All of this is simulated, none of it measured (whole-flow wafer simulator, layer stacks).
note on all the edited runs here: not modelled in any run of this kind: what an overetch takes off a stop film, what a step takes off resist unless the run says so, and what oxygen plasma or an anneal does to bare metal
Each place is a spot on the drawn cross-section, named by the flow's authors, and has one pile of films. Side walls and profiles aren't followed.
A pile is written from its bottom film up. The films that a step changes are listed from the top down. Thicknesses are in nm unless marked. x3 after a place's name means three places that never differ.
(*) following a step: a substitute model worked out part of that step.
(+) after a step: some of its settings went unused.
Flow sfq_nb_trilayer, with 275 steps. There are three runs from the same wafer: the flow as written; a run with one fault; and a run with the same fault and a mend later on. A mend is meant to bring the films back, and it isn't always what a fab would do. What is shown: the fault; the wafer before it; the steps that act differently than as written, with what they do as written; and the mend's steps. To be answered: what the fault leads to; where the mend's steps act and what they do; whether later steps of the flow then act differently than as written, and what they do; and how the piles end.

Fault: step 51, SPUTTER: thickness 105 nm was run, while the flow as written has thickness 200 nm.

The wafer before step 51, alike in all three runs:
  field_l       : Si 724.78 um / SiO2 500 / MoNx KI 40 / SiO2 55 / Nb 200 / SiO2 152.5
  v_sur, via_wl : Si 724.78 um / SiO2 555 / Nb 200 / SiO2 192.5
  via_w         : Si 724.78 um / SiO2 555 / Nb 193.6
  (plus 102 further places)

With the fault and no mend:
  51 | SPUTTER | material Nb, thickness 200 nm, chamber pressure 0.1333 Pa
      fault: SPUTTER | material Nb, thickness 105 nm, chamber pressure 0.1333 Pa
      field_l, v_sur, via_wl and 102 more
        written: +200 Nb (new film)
        fault: +105 Nb (new film)
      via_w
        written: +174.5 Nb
        fault: +92.5 Nb
  Later steps of the flow acting differently than as written (not shown: 3 more steps that differ only slightly, by at most 2% or 0.5 nm, whichever is larger):
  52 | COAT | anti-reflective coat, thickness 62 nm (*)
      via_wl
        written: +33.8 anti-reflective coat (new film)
        fault: +33 anti-reflective coat (new film)
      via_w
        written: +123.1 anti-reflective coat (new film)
        fault: +119 anti-reflective coat (new film)
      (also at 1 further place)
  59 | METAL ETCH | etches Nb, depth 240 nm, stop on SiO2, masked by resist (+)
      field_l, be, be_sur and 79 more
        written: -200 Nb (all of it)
        fault: -105 Nb (all of it)
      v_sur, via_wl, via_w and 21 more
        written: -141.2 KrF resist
        fault: -92.6 KrF resist
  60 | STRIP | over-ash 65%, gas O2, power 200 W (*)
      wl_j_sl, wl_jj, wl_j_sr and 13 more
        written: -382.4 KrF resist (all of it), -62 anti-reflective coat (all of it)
        fault: -430.9 KrF resist (all of it), -62 anti-reflective coat (all of it)
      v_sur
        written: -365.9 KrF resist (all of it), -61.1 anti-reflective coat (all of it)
        fault: -415.2 KrF resist (all of it), -60.9 anti-reflective coat (all of it)
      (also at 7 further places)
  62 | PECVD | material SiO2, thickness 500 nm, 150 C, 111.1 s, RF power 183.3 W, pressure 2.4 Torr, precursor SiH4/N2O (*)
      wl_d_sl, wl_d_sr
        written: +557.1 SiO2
        fault: +500 SiO2
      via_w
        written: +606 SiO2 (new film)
        fault: +582.7 SiO2 (new film)
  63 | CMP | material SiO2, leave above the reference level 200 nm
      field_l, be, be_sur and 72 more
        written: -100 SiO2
        fault: -195 SiO2
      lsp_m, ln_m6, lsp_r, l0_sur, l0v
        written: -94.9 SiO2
        fault: -195 SiO2
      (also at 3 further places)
  By the end, the piles at field_l, v_sur, via_wl and 103 more depart from the flow's by more than 2% or 0.5 nm, whichever is larger.
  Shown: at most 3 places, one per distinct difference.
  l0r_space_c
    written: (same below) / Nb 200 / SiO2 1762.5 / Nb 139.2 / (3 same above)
    fault: (same below) / Nb 200 / SiO2 1667.5 / Nb 139.2 / (3 same above)
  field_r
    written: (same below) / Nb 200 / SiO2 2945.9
    fault: (same below) / Nb 200 / SiO2 2850.9
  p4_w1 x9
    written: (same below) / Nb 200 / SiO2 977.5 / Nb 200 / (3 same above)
    fault: (same below) / Nb 200 / SiO2 882.5 / Nb 200 / (3 same above)

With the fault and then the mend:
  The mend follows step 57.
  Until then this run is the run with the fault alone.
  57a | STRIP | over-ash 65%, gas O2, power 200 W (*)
      p4_fl x3, p4_w1 x9, p4_g1 x2 and 47 more
        -62 anti-reflective coat (all of it)
      wl_j_sl, wl_jj, wl_j_sr and 13 more
        -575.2 KrF resist (all of it), -62 anti-reflective coat (all of it)
      r_sur, res, r_end and 8 more
        -61.8 anti-reflective coat (all of it)
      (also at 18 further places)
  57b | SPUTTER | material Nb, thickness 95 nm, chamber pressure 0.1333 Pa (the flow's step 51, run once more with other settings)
      field_l, v_sur, via_wl and 102 more
        +95 Nb
      via_w
        +77.9 Nb
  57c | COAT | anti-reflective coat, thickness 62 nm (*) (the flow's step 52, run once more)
      p4_fl x3, p4_w1 x9, p4_g1 x2 and 63 more
        +62 anti-reflective coat (new film)
      r_sur, res, r_end and 9 more
        +61.8 anti-reflective coat (new film)
      jj_sur, ce_l, c5j, ce_r, sp_r, be_r
        +61.7 anti-reflective coat (new film)
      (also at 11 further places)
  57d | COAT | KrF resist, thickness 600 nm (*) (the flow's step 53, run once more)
      p4_fl x3, p4_w1 x9, p4_g1 x2 and 63 more
        +600 KrF resist (new film)
      res, r_end, moat, field_r, l0_sur
        +599.4 KrF resist (new film)
      lsp_l, ln_m5, lsp_m, ln_m6, lsp_r
        +599.5 KrF resist (new film)
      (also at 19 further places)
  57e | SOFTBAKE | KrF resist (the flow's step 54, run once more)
      does not change any film at any place that is followed
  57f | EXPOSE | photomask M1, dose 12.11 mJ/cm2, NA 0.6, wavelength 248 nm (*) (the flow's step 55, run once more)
      does not change any film at any place that is followed
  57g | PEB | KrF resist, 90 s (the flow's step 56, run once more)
      wire, be, be_sur and 96 more
        -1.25 KrF resist
      field_l, via_v
        -1.24 KrF resist
      via_wl, via_wr
        -1.26 KrF resist
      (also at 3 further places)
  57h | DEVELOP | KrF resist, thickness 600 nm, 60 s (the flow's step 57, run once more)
      p4_fl x3, p4_w1 x9, p4_g1 x2 and 47 more
        -598.7 KrF resist (all of it)
      v_sur, via_wl, via_w and 21 more
        -23.5 KrF resist
      moat, field_r, lsp_l, lsp_m, ln_m6, lsp_r, l0_sur
        -598.2 KrF resist (all of it)
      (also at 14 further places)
  None of the later steps of the flow differs from how it acts as written, at any place that is followed, by more than 2% or 0.5 nm, whichever is larger.
  When the end is reached, the piles differ only a little from the flow's at the places that both follow, at most by 2% or 0.5 nm, whichever is larger.
